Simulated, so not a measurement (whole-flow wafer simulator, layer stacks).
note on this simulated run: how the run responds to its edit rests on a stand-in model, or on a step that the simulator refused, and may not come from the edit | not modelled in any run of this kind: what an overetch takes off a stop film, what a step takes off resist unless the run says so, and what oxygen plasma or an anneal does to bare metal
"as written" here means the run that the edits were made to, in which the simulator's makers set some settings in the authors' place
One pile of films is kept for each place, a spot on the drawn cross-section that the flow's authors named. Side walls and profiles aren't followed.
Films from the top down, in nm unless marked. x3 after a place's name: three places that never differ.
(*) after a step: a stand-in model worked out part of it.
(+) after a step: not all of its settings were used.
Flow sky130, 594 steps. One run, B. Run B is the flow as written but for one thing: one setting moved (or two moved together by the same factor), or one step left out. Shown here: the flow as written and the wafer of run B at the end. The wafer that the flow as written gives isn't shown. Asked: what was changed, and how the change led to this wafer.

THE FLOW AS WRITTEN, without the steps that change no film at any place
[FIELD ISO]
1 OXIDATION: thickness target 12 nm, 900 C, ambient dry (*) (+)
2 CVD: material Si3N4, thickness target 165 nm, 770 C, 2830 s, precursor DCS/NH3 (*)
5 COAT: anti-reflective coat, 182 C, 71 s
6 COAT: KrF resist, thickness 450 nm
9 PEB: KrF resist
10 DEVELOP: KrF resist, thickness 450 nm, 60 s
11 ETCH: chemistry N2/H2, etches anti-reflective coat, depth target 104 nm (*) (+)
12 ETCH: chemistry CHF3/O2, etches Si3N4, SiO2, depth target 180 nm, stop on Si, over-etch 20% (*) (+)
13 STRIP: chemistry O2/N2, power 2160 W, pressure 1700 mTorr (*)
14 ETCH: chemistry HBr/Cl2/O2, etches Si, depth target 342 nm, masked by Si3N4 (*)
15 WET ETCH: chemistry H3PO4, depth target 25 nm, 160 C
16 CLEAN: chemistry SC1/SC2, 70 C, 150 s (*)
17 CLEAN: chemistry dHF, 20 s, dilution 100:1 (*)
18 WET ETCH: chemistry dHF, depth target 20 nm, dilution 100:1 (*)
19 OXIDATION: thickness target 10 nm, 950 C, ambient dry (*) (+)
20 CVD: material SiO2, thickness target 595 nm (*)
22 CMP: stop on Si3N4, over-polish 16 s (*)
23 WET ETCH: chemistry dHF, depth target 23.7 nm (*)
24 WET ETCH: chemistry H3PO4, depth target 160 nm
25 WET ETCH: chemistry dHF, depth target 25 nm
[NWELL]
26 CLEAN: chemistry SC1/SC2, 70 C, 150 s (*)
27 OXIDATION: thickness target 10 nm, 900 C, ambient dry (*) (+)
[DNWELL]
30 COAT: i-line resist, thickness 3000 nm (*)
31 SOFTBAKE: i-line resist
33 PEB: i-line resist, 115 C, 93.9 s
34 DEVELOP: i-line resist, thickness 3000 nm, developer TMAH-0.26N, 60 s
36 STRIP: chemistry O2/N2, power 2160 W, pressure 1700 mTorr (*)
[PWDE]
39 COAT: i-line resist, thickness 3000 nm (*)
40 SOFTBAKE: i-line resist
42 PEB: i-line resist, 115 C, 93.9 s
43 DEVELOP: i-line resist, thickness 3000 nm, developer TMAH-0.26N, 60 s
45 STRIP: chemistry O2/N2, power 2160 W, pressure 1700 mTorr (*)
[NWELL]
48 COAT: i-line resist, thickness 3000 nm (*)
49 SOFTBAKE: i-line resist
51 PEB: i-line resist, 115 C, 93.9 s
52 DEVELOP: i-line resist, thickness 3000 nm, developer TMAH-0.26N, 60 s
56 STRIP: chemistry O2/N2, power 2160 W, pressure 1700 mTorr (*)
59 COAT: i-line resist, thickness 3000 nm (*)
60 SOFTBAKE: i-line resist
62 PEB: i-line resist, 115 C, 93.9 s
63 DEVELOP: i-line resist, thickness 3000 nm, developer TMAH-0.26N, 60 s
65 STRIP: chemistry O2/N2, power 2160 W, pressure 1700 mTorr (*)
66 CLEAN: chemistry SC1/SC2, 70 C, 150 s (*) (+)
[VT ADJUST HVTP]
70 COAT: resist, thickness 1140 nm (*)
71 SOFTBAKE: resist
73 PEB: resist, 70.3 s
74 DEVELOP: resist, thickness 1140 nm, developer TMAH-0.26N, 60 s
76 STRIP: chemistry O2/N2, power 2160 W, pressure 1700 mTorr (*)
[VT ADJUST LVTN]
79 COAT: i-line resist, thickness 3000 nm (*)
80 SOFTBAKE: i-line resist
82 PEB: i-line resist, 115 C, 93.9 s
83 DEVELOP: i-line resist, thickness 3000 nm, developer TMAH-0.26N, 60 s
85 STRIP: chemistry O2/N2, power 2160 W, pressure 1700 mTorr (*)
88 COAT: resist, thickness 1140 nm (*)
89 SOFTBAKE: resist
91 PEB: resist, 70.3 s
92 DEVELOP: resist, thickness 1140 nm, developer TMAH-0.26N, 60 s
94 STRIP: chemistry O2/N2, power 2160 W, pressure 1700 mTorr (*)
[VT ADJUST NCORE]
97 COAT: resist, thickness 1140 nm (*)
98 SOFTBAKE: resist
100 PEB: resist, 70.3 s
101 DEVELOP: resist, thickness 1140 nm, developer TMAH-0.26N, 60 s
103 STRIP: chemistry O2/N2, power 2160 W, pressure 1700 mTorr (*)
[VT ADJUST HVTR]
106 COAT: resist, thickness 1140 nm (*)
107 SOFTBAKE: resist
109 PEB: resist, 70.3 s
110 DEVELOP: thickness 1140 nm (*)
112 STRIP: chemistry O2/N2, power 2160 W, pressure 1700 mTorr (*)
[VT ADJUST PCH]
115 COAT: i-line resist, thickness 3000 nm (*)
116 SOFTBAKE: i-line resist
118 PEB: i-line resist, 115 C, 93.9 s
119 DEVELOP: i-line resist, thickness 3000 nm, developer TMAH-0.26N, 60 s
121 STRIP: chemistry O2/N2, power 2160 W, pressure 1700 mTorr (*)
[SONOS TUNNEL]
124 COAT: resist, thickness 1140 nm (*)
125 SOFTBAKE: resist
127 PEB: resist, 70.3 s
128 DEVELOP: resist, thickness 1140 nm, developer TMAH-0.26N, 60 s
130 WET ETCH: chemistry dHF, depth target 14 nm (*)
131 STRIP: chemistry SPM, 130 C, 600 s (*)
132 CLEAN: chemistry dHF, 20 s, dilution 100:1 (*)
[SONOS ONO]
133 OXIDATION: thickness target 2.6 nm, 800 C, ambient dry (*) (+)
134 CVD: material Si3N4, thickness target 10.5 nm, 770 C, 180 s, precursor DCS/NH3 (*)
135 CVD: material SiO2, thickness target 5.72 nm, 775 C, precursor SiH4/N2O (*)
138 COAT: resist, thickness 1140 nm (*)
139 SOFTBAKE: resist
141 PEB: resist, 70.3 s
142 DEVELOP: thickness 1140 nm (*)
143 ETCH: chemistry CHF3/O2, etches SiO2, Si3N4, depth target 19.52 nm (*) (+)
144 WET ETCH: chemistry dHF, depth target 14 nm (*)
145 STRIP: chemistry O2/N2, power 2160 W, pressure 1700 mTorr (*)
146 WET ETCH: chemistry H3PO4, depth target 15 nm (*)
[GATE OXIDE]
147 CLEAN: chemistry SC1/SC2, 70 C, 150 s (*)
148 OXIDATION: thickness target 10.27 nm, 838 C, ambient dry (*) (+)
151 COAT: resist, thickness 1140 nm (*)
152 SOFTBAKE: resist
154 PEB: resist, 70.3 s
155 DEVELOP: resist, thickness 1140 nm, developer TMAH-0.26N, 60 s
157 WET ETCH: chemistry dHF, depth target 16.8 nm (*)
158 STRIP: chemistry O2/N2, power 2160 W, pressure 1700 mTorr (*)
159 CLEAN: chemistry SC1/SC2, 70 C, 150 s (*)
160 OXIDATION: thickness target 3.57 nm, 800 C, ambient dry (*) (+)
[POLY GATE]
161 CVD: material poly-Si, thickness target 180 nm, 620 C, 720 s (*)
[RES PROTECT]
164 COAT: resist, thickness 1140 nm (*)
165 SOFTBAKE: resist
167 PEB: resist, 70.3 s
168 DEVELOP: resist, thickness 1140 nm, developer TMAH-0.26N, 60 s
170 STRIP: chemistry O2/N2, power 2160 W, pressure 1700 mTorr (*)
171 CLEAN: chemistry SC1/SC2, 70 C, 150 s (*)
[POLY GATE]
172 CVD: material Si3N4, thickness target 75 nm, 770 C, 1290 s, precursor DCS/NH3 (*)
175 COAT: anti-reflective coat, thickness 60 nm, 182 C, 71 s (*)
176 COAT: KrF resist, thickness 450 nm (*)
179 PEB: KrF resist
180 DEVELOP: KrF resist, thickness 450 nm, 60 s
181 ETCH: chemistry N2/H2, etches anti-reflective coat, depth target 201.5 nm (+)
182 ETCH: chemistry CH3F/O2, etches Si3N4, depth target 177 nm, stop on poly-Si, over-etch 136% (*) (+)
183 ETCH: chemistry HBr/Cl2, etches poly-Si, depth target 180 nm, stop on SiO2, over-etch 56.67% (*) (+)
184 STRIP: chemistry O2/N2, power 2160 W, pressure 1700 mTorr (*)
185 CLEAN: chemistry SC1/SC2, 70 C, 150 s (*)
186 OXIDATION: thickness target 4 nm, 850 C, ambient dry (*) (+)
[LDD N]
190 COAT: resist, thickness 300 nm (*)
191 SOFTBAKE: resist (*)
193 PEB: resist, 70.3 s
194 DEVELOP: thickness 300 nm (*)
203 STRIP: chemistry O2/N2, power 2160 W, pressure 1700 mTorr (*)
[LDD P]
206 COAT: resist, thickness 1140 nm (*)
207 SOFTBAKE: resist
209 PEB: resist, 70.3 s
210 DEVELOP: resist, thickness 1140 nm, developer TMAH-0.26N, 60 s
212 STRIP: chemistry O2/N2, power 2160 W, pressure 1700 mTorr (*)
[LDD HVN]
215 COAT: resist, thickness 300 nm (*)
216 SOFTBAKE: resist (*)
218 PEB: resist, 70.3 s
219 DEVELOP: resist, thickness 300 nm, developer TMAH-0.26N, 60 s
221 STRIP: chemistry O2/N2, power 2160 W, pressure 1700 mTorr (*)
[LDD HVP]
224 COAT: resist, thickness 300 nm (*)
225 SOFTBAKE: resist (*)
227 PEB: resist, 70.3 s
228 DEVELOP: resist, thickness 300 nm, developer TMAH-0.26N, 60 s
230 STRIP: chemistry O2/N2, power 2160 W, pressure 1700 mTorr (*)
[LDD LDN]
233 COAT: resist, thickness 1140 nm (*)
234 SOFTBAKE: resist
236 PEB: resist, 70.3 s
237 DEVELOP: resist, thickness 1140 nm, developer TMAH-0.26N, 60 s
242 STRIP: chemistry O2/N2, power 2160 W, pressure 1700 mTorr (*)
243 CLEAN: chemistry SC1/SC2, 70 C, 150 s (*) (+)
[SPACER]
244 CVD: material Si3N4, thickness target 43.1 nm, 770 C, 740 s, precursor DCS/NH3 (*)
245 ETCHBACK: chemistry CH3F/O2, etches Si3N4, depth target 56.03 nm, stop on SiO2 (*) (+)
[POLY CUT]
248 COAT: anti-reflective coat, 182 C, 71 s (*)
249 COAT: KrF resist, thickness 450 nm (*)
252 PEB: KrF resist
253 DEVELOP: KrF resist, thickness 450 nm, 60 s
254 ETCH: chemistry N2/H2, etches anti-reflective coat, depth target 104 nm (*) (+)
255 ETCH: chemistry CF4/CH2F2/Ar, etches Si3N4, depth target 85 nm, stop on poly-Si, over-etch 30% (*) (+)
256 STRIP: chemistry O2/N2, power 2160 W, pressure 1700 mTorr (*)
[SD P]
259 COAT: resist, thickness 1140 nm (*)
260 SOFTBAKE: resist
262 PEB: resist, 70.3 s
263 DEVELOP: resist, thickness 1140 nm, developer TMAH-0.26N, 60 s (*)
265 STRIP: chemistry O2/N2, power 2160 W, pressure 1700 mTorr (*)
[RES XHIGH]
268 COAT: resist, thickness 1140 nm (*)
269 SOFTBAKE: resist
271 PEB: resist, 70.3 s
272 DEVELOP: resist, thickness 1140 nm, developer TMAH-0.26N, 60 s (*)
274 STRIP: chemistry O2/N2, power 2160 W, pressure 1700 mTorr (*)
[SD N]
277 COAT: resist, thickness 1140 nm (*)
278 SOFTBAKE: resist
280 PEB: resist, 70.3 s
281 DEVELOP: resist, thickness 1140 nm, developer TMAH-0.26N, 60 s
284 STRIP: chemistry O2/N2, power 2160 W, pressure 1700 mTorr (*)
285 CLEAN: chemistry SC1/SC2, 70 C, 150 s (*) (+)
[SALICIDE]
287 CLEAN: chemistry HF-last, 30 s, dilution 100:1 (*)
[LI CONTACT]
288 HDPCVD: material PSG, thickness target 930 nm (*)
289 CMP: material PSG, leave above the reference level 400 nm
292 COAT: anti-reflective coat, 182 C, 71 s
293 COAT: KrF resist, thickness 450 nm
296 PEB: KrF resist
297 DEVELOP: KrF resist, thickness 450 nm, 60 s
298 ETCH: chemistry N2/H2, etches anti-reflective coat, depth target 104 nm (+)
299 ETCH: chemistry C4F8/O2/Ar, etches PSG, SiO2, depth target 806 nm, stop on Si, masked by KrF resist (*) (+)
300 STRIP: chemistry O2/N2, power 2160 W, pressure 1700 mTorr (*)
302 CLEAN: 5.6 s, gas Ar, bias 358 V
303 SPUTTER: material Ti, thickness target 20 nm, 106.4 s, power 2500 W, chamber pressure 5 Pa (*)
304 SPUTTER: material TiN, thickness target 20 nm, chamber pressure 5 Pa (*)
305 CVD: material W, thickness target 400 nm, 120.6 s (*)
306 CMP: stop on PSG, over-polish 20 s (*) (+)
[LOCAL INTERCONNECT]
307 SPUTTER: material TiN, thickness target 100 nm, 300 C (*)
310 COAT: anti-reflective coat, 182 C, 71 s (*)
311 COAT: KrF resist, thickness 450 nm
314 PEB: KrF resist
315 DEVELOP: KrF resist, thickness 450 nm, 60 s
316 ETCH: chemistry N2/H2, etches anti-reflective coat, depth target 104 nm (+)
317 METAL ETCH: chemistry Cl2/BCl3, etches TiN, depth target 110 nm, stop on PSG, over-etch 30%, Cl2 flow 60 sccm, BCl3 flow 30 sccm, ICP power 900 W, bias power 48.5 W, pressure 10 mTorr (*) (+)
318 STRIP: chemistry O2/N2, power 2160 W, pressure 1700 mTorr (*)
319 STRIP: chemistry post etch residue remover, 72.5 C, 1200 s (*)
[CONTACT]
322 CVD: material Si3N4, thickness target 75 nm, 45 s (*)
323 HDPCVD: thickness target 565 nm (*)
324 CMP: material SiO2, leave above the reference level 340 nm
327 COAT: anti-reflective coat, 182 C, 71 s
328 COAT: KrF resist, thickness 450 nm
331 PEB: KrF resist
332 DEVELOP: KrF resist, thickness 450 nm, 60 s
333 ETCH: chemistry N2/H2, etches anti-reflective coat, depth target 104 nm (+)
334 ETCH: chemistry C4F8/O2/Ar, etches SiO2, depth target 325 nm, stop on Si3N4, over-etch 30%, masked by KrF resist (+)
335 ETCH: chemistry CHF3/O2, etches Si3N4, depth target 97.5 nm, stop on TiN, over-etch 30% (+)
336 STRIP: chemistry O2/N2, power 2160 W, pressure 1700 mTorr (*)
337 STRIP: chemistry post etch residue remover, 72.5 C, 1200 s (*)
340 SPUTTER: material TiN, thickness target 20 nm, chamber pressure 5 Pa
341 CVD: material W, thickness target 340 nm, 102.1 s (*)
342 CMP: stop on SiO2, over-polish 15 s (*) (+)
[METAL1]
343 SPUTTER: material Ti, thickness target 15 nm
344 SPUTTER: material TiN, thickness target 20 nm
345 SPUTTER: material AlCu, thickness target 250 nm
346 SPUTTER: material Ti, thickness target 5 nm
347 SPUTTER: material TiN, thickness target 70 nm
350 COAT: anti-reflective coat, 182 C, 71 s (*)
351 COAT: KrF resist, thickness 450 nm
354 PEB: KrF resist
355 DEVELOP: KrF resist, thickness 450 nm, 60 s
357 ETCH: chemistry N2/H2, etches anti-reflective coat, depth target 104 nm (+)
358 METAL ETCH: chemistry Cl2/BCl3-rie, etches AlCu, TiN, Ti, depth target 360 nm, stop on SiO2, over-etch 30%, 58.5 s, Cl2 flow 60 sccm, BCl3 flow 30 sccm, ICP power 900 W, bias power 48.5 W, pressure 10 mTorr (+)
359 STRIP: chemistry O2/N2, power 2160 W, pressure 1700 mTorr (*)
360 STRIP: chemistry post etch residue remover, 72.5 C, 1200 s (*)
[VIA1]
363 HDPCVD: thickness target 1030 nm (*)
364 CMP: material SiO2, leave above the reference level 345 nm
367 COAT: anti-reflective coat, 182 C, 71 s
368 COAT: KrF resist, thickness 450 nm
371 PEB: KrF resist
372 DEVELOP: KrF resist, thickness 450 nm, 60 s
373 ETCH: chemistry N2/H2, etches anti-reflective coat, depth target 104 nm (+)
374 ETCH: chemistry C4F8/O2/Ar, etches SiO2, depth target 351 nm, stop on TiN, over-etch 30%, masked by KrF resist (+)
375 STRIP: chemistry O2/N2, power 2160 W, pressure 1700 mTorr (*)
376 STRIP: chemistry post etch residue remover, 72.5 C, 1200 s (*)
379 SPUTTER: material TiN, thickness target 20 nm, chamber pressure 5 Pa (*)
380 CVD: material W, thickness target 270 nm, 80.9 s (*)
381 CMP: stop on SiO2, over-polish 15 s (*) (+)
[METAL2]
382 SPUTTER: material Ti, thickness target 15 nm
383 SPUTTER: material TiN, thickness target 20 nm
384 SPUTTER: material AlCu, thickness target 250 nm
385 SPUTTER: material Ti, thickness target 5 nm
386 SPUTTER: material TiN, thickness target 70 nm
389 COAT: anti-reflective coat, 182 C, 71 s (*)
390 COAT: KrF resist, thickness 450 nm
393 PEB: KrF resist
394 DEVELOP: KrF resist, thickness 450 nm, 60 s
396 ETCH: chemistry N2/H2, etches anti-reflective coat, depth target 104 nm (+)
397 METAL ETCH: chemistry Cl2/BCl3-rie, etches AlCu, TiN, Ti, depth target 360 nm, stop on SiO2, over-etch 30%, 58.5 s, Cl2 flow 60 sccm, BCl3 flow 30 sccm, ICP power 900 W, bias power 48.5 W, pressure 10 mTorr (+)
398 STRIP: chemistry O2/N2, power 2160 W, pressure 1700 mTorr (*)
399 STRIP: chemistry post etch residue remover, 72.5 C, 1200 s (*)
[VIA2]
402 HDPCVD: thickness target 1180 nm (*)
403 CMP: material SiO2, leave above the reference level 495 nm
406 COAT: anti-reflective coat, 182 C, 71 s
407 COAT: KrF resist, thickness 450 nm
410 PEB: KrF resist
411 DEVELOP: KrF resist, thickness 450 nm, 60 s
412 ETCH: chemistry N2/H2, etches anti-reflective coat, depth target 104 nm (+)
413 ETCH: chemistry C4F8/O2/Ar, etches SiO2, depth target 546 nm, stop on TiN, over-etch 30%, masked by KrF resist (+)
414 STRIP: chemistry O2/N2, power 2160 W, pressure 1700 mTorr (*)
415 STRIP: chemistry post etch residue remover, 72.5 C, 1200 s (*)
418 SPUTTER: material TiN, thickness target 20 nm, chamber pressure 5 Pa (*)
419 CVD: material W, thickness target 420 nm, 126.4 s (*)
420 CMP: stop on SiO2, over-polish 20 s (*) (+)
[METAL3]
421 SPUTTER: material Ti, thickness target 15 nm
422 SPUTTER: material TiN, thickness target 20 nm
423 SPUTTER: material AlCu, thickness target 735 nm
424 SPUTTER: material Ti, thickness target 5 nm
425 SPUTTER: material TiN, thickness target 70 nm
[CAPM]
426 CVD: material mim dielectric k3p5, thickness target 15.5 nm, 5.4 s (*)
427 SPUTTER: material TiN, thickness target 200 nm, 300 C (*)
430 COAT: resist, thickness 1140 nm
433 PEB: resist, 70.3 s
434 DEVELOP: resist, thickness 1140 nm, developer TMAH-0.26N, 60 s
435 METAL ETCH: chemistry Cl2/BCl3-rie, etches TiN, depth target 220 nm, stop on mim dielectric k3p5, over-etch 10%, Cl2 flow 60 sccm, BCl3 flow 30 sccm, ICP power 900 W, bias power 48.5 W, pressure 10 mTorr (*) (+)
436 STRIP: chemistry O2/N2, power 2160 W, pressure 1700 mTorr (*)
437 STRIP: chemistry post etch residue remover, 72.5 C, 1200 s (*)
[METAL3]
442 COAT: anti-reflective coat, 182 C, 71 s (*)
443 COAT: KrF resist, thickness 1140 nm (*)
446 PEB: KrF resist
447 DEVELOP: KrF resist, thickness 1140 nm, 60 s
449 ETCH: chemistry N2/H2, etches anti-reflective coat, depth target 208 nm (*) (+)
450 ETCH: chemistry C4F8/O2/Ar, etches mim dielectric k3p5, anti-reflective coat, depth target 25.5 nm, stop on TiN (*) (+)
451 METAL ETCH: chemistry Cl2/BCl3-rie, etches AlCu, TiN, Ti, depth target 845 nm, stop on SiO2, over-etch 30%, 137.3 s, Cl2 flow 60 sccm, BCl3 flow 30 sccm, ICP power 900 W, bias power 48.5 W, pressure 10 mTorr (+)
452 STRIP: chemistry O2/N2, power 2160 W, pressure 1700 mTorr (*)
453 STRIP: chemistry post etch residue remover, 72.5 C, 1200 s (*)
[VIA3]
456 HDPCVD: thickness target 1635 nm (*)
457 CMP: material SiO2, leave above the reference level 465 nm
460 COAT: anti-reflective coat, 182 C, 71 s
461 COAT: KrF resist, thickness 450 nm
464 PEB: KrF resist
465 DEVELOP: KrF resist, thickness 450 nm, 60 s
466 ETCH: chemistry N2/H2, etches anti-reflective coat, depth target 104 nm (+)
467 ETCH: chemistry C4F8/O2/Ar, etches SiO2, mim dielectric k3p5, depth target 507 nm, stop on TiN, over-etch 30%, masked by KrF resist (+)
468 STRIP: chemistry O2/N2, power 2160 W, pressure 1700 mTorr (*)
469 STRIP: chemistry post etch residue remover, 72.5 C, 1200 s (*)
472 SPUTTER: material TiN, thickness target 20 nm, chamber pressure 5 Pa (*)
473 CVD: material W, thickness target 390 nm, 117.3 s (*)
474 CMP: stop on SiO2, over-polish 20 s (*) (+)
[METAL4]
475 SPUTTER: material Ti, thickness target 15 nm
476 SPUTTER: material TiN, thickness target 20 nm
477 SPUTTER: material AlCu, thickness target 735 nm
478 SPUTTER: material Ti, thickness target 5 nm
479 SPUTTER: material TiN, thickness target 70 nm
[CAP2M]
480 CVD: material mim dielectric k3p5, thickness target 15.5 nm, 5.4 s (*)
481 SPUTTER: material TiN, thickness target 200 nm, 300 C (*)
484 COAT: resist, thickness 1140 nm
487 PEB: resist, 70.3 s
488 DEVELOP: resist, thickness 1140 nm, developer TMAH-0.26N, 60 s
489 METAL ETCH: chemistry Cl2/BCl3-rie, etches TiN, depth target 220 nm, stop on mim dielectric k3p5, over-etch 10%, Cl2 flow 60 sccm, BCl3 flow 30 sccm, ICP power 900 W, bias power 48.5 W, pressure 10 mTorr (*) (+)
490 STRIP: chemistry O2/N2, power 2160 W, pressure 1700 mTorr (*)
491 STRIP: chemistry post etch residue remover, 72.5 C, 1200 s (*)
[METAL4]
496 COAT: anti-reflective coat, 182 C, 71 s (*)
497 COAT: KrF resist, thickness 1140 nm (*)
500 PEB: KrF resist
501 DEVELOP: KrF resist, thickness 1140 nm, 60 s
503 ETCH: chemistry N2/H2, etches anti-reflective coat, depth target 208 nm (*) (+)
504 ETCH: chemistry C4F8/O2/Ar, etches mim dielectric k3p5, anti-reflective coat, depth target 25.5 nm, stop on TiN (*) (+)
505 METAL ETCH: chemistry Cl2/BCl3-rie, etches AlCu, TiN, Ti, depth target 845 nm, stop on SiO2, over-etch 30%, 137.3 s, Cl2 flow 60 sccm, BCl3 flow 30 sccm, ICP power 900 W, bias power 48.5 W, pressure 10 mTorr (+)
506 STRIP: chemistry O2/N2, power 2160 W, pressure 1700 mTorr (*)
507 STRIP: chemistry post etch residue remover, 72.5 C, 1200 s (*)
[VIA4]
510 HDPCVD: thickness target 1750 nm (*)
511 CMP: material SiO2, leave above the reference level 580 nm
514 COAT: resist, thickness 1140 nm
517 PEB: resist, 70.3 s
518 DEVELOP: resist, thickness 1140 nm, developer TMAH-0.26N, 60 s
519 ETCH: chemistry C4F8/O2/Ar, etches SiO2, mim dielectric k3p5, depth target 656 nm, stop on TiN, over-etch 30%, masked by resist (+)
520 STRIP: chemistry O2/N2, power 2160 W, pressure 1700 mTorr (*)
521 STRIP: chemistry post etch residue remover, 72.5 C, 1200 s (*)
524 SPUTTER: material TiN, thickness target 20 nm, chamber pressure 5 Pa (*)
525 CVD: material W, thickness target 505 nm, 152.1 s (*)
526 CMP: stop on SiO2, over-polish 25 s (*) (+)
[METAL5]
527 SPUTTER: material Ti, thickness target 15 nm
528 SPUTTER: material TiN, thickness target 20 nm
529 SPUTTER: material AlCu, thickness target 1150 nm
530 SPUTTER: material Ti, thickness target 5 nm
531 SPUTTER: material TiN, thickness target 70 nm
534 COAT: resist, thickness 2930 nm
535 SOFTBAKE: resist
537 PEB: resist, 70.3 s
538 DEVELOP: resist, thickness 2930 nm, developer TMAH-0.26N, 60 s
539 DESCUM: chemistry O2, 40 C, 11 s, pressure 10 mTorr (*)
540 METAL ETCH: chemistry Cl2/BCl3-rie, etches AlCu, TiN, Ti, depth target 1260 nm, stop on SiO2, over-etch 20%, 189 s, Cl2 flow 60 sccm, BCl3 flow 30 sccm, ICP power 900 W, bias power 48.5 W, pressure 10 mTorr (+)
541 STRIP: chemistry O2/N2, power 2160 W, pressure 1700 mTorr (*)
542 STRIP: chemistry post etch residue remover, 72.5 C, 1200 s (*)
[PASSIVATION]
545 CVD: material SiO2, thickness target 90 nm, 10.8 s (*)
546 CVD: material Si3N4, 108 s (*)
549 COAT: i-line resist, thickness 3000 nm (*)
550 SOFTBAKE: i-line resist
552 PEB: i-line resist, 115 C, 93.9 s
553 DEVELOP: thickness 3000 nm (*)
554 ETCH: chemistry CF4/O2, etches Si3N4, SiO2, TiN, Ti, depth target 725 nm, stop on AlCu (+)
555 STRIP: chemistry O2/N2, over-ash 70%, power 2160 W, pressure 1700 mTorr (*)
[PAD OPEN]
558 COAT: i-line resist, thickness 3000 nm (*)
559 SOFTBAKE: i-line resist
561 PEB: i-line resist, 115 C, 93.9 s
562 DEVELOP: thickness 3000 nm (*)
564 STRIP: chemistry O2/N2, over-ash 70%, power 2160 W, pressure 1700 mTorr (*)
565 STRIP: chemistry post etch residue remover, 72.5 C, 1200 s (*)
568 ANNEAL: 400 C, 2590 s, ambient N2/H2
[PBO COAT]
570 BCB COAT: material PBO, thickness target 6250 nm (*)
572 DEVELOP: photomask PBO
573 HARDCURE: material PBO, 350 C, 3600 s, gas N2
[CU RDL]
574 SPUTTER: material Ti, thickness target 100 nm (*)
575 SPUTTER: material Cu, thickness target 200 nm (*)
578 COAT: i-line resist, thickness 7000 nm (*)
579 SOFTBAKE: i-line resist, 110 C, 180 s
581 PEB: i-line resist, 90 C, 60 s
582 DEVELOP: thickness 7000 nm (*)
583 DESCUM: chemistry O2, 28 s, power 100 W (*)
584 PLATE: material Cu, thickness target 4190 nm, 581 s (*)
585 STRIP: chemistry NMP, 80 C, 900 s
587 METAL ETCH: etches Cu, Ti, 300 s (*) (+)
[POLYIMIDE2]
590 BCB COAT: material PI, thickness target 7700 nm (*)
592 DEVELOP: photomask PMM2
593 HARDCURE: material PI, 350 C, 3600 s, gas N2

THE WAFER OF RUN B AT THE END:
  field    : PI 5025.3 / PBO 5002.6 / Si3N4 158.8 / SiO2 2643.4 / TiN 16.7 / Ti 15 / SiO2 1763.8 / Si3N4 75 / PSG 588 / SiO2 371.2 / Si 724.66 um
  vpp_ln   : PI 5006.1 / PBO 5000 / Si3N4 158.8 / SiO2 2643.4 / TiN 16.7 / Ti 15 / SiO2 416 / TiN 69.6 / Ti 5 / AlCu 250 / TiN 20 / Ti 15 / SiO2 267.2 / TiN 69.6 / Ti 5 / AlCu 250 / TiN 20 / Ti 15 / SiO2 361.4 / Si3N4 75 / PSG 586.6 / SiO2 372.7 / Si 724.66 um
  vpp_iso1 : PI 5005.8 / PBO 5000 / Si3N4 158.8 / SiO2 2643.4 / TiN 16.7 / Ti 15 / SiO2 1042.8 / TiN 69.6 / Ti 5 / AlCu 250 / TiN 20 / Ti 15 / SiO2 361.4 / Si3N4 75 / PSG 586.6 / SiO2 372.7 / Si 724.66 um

The cause: step 451, METAL ETCH: depth target 625.3 nm was run, where the flow has depth target 845 nm; step 451, METAL ETCH: 101.6 s was run, where the flow has 137.3 s.

How the change led to this, step by step:
  451 METAL ETCH: chemistry Cl2/BCl3-rie, etches AlCu, TiN, Ti, depth target 845 nm, stop on SiO2, over-etch 30%, 137.3 s, Cl2 flow 60 sccm, BCl3 flow 30 sccm, ICP power 900 W, bias power 48.5 W, pressure 10 mTorr (+)
      field, gate, spacer and 68 more: TiN -70 (all of it), Ti -5 (all of it), AlCu -735 (all of it), TiN -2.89 (as written it would be: TiN -70 (all of it), Ti -5 (all of it), AlCu -735 (all of it), TiN -20 (all of it), Ti -15 (all of it), SiO2 -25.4)
      active, vpp_ln, vpp_iso2 and 11 more: TiN -70 (all of it), Ti -5 (all of it), AlCu -735 (all of it), TiN -2.89 (as written it would be: TiN -70 (all of it), Ti -5 (all of it), AlCu -735 (all of it), TiN -20 (all of it), Ti -15 (all of it), SiO2 -25.3)
      (and at 107 more places)
  452 STRIP: chemistry O2/N2, power 2160 W, pressure 1700 mTorr (*)
      n_well, p_well, gate_hv and 82 more: KrF resist -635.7 (all of it), anti-reflective coat -80 (all of it) (as written it would be: KrF resist -492.9 (all of it), anti-reflective coat -80 (all of it))
      m1, via2_hole: KrF resist -635.8 (all of it), anti-reflective coat -80.5 (all of it) (as written it would be: KrF resist -493 (all of it), anti-reflective coat -80.5 (all of it))
      (and at 20 more places)
  456 HDPCVD: thickness target 1635 nm (*)
      field, active, gate and 82 more: SiO2 +1635 (new film) (as written it would be: SiO2 +1635)
  457 CMP: material SiO2, leave above the reference level 465 nm
      field, active, gate and 82 more: SiO2 -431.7 (as written it would be: SiO2 -374.7)
Counting metal films that touch as one body, field has 1 body; the flow as written gives 0 bodies.
Counting metal films that touch as one body, vpp_ln has 3 bodies (between them, from the top down: SiO2 416; SiO2 267.2); the flow as written gives 2 bodies (between them, from the top down: SiO2 267.2).
Counting metal films that touch as one body, vpp_iso1 has 2 bodies (between them, from the top down: SiO2 1042.8); the flow as written gives 1 body.
